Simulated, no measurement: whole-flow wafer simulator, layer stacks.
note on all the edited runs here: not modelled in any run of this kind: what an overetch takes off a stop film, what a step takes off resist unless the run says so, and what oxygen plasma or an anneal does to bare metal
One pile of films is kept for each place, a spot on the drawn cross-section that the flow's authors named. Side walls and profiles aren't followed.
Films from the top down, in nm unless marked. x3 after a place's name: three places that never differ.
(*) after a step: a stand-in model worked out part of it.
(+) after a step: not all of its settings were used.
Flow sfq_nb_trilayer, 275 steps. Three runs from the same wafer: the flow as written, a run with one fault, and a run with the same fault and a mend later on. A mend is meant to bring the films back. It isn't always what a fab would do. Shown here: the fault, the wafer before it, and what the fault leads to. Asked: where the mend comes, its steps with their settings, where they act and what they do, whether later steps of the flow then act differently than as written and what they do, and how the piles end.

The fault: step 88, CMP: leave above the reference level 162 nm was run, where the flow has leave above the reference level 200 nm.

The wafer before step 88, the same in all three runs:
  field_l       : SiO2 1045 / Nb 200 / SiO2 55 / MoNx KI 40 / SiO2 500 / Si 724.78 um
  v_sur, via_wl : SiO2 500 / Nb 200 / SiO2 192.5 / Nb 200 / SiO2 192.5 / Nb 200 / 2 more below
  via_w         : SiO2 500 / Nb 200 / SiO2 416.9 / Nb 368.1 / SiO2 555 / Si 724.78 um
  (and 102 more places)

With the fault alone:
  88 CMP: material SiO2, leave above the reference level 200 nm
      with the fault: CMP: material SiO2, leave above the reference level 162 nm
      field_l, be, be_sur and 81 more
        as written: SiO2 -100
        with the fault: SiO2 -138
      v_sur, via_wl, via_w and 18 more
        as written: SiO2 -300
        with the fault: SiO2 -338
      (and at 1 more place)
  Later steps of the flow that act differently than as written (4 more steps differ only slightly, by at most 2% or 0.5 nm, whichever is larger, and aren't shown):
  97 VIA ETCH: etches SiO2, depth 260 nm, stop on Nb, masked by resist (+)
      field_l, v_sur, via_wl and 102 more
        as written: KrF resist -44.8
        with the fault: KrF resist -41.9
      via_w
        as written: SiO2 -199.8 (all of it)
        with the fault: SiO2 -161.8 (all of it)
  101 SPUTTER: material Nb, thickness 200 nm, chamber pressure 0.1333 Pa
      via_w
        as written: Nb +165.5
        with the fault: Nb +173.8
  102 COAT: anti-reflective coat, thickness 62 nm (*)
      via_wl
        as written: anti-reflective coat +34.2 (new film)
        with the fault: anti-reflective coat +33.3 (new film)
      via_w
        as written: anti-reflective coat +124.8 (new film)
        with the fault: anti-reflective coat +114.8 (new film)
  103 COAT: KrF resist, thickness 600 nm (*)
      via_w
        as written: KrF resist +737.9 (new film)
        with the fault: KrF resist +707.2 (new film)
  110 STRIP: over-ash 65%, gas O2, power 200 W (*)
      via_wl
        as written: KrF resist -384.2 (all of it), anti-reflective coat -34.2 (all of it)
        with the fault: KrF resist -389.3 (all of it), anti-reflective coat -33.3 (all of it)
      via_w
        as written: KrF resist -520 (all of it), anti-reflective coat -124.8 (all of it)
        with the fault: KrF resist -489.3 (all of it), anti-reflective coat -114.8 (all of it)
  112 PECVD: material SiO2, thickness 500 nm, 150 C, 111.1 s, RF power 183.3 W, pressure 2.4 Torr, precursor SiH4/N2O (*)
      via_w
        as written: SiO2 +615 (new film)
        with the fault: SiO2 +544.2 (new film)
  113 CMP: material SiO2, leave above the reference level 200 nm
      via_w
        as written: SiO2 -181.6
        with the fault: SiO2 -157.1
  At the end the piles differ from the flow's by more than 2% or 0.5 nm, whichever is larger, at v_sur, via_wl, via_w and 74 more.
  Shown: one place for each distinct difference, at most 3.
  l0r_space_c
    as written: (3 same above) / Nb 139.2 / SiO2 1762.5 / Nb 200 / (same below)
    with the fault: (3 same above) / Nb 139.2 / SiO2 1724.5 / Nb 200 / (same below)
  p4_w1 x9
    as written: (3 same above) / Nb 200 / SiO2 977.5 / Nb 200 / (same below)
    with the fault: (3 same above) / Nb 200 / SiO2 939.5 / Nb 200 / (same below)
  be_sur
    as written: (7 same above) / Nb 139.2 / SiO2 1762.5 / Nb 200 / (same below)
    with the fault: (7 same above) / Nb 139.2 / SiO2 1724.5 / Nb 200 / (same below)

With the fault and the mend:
  The mend comes after step 95.
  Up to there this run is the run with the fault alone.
  95a STRIP: over-ash 65%, gas O2, power 200 W (*)
      field_l, v_sur, via_wl and 102 more
        KrF resist -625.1 (all of it), anti-reflective coat -62 (all of it)
      via_w
        anti-reflective coat -62 (all of it)
  95b PECVD: material SiO2, thickness 38 nm, 150 C, 8.444 s, RF power 183.3 W, pressure 2.4 Torr, precursor SiH4/N2O (the flow's step 87 once more, with other settings)
      field_l, v_sur, via_wl and 103 more
        SiO2 +38
  95c COAT: anti-reflective coat, thickness 62 nm (the flow's step 90 once more)
      field_l, v_sur, via_wl and 103 more
        anti-reflective coat +62 (new film)
  95d COAT: KrF resist, thickness 650 nm (the flow's step 91 once more)
      field_l, v_sur, via_wl and 103 more
        KrF resist +650 (new film)
  95e SOFTBAKE: KrF resist (the flow's step 92 once more)
      changes no film at any place that is followed
  95f EXPOSE: photomask I2, dose 11.91 mJ/cm2, NA 0.6, wavelength 248 nm (*) (the flow's step 93 once more)
      changes no film at any place that is followed
  95g PEB: KrF resist, 90 s (the flow's step 94 once more)
      field_l, v_sur, via_wl and 103 more
        KrF resist -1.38
  95h DEVELOP: KrF resist, thickness 650 nm, 60 s (the flow's step 95 once more)
      field_l, v_sur, via_wl and 102 more
        KrF resist -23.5
      via_w
        KrF resist -648.6 (all of it)
  No later step of the flow acts differently than as written at any place that is followed.
  At the end the piles are the same as the flow's at every place that both follow.
